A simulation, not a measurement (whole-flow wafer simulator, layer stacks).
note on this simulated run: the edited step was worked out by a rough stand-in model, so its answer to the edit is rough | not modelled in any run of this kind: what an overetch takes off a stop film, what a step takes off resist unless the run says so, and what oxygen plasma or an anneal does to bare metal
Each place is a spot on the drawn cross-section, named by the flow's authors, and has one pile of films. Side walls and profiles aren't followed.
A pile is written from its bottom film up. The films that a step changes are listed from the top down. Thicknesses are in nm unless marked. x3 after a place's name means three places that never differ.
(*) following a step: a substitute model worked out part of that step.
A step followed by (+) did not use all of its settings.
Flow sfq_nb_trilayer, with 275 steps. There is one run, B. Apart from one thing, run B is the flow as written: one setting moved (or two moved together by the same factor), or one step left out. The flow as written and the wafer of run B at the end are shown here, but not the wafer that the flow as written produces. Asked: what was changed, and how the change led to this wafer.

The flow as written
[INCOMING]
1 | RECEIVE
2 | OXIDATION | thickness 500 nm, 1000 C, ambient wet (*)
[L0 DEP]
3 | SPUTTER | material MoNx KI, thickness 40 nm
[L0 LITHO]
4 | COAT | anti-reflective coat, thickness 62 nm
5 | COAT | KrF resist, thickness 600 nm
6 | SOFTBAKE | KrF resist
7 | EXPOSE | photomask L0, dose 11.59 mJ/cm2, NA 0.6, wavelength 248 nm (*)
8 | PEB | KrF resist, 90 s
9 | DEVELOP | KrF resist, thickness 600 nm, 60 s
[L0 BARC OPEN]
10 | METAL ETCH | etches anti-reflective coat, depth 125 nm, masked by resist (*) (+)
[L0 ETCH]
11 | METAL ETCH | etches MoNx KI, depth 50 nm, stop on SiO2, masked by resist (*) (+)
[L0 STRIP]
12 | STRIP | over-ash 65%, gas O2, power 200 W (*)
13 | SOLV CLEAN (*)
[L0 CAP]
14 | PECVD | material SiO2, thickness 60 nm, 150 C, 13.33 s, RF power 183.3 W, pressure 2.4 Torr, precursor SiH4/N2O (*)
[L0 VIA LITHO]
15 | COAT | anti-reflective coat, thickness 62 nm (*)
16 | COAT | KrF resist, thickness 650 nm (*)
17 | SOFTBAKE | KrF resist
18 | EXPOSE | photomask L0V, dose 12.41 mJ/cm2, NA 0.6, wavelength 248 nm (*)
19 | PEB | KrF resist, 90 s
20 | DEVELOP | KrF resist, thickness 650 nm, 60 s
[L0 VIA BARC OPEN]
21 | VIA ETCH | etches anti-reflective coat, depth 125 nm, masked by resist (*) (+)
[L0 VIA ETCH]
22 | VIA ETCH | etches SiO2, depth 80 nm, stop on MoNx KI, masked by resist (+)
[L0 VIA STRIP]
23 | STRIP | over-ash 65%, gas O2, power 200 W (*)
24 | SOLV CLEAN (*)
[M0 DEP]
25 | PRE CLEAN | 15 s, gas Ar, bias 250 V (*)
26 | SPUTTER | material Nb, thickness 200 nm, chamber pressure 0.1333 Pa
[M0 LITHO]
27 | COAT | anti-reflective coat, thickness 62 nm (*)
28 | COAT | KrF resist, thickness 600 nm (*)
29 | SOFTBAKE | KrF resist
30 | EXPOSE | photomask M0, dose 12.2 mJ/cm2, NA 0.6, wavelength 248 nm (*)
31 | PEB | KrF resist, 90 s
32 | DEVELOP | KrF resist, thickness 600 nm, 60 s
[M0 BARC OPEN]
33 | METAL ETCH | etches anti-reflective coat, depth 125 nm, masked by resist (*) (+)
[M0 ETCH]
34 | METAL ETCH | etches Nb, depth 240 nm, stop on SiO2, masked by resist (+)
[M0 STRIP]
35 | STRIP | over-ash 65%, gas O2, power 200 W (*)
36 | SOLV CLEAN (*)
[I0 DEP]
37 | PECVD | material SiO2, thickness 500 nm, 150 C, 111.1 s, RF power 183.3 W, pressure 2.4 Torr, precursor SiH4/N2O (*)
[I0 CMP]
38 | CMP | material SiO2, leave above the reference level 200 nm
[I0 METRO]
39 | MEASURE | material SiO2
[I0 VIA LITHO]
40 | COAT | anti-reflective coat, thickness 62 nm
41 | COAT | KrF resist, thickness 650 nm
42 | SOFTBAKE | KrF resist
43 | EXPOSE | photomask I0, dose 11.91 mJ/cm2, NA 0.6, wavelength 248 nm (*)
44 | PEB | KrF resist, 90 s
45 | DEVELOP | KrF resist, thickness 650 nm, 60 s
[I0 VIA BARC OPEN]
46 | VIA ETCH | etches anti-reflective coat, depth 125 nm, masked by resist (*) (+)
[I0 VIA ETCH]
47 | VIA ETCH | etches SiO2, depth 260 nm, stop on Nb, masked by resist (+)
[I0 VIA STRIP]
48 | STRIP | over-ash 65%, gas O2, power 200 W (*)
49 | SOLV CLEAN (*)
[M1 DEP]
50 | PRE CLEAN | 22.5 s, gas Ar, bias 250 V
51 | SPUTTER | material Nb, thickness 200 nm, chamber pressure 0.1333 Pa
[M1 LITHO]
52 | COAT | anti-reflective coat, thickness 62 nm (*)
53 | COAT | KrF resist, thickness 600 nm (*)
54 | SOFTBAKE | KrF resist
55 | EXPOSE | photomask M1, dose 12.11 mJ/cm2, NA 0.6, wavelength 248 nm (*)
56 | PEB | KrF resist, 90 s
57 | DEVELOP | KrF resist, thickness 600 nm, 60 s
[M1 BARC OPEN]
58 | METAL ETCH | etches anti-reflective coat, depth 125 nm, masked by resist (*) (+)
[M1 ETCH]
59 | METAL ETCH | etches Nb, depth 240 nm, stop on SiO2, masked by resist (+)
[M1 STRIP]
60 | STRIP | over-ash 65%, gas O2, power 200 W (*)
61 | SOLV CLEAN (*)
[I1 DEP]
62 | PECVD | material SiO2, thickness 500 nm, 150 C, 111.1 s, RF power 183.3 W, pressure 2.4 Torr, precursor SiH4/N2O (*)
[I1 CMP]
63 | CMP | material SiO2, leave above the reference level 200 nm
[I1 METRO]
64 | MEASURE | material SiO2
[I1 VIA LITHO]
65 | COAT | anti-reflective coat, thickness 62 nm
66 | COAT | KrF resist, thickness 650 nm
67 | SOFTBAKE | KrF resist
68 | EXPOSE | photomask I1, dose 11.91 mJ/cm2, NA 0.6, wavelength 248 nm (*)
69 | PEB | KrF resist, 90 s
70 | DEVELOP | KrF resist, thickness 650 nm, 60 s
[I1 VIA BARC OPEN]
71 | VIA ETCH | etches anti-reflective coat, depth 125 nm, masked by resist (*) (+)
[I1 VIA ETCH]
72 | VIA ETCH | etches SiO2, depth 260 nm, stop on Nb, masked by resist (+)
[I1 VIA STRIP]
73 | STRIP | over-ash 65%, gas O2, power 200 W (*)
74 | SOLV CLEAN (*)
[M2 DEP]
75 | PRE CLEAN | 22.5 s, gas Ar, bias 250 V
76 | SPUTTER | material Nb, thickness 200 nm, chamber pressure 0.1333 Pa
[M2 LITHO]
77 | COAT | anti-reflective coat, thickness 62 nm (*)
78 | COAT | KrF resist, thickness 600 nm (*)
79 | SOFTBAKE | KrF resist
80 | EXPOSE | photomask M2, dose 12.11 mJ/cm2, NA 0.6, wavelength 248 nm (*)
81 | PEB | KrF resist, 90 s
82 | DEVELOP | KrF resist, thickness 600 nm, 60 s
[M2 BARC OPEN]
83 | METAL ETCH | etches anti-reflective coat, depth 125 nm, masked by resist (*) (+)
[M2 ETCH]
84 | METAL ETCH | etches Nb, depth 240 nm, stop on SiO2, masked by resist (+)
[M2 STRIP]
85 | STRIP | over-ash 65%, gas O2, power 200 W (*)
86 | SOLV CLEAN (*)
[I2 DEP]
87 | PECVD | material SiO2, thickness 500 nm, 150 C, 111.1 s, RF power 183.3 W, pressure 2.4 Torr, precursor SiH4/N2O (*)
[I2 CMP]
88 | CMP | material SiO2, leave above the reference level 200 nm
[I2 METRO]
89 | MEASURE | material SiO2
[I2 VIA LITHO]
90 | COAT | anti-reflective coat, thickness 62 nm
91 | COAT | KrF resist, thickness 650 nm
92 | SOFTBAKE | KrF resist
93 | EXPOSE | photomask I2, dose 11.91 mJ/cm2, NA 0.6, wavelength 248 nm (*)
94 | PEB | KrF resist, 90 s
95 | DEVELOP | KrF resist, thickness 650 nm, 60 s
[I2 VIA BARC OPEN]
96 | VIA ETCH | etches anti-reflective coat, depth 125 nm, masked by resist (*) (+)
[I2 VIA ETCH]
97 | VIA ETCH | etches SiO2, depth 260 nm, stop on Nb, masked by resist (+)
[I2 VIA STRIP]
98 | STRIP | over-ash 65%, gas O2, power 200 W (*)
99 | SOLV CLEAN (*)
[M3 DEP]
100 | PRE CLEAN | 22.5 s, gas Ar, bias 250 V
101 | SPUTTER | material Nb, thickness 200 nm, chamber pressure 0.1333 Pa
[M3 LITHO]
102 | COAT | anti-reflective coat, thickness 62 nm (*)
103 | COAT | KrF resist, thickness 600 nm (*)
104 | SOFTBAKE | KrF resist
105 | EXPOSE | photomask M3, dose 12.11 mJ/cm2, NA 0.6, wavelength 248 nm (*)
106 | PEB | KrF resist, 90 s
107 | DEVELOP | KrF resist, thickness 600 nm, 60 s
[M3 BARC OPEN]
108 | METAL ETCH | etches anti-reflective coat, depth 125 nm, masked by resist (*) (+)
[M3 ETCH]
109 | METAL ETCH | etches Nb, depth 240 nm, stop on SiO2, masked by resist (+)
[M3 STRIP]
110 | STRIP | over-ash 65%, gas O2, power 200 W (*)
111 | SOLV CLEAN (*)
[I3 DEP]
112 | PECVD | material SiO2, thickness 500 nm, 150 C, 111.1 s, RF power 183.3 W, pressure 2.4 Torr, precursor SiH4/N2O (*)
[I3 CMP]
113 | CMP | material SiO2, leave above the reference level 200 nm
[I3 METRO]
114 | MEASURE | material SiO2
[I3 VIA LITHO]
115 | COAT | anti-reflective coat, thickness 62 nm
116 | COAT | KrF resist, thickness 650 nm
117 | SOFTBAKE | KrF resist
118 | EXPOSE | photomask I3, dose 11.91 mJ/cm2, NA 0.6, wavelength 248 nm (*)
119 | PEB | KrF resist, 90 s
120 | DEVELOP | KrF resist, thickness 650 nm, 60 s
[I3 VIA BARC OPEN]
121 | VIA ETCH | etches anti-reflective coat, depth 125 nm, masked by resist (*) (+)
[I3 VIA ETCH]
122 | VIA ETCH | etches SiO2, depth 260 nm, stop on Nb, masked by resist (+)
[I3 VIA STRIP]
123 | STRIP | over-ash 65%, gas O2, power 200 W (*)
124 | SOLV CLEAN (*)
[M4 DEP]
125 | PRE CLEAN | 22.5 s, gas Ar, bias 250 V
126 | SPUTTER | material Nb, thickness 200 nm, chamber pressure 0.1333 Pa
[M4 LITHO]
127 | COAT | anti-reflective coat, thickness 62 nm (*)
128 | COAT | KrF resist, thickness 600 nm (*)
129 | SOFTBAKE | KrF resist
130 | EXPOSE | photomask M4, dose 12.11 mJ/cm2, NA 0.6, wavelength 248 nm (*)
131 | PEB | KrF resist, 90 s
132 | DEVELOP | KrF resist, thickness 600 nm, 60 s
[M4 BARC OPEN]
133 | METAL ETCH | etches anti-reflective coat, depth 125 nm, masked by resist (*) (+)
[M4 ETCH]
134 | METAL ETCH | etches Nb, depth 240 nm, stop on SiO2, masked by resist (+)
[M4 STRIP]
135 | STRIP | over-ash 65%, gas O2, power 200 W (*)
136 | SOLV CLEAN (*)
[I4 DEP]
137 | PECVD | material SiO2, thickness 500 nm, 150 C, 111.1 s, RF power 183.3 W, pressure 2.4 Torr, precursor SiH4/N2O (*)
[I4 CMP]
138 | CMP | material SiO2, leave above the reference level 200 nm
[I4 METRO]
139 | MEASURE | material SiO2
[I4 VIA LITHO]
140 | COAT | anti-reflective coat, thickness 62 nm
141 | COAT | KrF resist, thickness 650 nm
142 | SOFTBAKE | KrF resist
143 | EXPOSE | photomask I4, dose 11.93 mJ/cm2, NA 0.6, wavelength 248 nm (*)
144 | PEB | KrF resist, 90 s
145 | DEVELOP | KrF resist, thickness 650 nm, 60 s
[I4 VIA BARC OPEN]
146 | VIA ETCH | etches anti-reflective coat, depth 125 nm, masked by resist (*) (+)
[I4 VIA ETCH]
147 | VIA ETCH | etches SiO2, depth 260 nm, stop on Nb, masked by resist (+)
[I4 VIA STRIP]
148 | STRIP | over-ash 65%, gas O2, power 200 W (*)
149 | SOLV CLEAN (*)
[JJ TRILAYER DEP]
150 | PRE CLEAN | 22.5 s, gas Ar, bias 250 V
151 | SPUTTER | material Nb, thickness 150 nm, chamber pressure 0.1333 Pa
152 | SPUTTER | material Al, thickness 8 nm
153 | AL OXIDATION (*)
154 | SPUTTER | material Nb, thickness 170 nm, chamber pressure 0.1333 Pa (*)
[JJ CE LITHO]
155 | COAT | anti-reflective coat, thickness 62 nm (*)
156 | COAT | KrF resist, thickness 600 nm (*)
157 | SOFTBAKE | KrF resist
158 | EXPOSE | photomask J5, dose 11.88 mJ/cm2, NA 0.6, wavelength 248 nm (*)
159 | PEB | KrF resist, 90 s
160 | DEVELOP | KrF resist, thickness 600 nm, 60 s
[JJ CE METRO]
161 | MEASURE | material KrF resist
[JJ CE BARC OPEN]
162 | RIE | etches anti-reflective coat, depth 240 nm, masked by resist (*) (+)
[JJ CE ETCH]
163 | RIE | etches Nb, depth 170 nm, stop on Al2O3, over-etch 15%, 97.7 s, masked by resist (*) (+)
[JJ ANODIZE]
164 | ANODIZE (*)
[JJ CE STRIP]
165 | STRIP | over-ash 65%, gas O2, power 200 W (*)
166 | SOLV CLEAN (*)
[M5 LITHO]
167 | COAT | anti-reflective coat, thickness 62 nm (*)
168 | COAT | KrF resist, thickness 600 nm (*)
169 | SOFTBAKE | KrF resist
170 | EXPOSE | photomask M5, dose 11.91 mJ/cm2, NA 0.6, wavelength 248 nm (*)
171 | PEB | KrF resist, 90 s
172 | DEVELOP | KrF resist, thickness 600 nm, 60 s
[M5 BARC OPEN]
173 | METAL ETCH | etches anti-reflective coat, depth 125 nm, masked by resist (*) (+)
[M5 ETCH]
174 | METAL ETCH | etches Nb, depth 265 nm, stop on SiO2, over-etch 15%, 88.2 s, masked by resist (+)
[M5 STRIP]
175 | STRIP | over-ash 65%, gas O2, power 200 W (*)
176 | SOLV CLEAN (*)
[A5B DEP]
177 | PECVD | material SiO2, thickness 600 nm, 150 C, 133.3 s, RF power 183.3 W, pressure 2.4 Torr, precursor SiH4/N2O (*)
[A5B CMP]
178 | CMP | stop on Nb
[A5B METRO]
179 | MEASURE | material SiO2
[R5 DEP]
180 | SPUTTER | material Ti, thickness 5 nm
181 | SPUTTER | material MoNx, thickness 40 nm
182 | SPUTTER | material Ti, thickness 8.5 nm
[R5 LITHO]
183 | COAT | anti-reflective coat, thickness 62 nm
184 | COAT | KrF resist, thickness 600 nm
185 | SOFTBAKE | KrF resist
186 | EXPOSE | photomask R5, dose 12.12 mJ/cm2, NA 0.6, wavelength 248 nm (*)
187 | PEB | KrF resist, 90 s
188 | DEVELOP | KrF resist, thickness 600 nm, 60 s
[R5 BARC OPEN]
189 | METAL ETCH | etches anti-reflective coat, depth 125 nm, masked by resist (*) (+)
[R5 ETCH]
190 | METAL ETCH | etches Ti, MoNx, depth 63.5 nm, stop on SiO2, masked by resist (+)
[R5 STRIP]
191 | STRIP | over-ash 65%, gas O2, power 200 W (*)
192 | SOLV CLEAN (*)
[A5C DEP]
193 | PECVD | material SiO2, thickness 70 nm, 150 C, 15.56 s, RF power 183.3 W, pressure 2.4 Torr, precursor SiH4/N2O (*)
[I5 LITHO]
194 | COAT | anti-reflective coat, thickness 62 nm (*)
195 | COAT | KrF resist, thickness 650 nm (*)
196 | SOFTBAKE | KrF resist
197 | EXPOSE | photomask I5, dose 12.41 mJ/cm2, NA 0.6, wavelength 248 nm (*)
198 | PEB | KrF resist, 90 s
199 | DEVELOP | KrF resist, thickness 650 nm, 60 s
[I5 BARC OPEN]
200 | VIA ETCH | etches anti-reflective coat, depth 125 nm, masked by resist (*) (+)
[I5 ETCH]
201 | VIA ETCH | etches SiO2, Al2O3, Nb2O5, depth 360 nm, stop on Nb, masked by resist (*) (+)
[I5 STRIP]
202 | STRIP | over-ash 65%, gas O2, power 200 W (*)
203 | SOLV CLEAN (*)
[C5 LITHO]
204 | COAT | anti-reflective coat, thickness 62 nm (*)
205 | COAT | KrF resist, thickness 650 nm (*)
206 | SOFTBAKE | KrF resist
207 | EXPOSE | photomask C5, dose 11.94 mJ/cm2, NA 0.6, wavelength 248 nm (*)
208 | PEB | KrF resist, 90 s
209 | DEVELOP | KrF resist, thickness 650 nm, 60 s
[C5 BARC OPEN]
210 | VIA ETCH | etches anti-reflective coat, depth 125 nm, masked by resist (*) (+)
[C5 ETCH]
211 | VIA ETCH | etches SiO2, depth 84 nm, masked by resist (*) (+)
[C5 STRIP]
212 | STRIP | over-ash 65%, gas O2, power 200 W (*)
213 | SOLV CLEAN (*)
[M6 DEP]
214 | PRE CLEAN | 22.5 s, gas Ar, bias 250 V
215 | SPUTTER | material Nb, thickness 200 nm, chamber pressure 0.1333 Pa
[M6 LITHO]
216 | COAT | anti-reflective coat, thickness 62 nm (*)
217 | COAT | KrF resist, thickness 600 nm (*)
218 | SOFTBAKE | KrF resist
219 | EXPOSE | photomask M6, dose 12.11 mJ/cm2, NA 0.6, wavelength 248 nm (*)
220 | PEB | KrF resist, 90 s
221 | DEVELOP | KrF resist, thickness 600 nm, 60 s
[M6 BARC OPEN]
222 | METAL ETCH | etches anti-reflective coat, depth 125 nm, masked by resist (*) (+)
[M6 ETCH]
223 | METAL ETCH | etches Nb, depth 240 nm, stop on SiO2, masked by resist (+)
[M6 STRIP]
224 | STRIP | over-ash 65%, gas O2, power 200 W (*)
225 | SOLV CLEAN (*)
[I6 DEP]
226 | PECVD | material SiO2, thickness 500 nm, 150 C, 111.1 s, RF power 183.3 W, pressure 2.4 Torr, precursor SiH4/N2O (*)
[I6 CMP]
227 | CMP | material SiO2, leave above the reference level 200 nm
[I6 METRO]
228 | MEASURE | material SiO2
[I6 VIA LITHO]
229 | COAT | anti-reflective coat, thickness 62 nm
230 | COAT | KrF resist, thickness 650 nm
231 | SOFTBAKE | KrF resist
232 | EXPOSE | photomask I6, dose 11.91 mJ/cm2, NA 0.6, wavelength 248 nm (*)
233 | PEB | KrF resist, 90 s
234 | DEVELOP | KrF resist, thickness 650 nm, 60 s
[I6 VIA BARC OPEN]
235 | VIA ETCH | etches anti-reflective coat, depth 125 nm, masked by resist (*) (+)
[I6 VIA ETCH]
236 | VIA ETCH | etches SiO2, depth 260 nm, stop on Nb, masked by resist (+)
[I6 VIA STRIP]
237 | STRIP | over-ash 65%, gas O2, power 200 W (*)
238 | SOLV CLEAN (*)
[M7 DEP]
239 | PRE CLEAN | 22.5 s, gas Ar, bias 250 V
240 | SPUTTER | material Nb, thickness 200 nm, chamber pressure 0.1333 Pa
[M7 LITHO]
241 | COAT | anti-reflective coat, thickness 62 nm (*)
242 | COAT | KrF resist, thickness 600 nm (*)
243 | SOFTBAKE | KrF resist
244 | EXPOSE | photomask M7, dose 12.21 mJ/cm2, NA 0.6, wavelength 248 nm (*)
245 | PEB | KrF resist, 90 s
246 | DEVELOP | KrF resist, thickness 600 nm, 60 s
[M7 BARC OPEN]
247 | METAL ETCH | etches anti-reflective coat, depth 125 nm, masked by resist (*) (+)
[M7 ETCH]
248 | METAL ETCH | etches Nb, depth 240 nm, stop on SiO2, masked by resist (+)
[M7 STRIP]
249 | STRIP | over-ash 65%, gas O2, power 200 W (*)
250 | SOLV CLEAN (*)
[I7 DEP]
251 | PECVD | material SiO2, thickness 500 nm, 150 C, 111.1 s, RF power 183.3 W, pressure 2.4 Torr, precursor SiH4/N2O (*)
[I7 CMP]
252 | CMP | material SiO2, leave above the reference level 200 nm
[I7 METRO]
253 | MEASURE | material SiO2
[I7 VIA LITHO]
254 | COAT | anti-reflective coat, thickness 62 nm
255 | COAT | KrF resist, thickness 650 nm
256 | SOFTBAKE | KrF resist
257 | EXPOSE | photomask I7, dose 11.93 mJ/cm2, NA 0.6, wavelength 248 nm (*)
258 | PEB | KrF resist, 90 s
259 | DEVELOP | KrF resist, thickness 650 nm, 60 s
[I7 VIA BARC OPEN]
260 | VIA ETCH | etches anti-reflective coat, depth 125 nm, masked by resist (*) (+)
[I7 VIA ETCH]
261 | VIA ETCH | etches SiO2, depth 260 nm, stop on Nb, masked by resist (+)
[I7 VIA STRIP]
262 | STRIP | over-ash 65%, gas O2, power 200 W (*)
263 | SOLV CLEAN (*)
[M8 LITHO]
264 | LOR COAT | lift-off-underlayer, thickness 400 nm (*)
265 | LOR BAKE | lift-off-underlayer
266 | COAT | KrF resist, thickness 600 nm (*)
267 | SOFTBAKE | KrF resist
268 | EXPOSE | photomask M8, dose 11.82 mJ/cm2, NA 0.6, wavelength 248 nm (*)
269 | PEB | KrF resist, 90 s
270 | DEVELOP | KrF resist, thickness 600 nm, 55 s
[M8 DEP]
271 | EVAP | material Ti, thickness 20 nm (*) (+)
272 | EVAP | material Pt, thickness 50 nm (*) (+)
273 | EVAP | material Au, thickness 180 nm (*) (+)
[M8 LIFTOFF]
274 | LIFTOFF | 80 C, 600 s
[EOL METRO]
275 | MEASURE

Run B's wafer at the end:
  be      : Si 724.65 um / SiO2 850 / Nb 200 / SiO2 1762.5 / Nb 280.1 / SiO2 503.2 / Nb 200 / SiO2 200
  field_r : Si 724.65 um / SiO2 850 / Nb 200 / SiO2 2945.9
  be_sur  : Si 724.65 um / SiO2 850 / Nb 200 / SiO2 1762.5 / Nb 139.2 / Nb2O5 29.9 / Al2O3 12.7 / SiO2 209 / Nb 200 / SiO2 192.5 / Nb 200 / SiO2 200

Cause: step 2, OXIDATION: thickness 795 nm was run, though the flow has thickness 500 nm.

The path from the change to this, step by step:
  2 | OXIDATION | thickness 500 nm, 1000 C, ambient wet (*)
      field_l, v_sur, via_wl and 103 more: +795 SiO2 (new film), -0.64 chemical SiO2 (all of it), -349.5 Si (in the flow as written it would be: +500 SiO2 (new film), -0.64 chemical SiO2 (all of it), -219.7 Si)
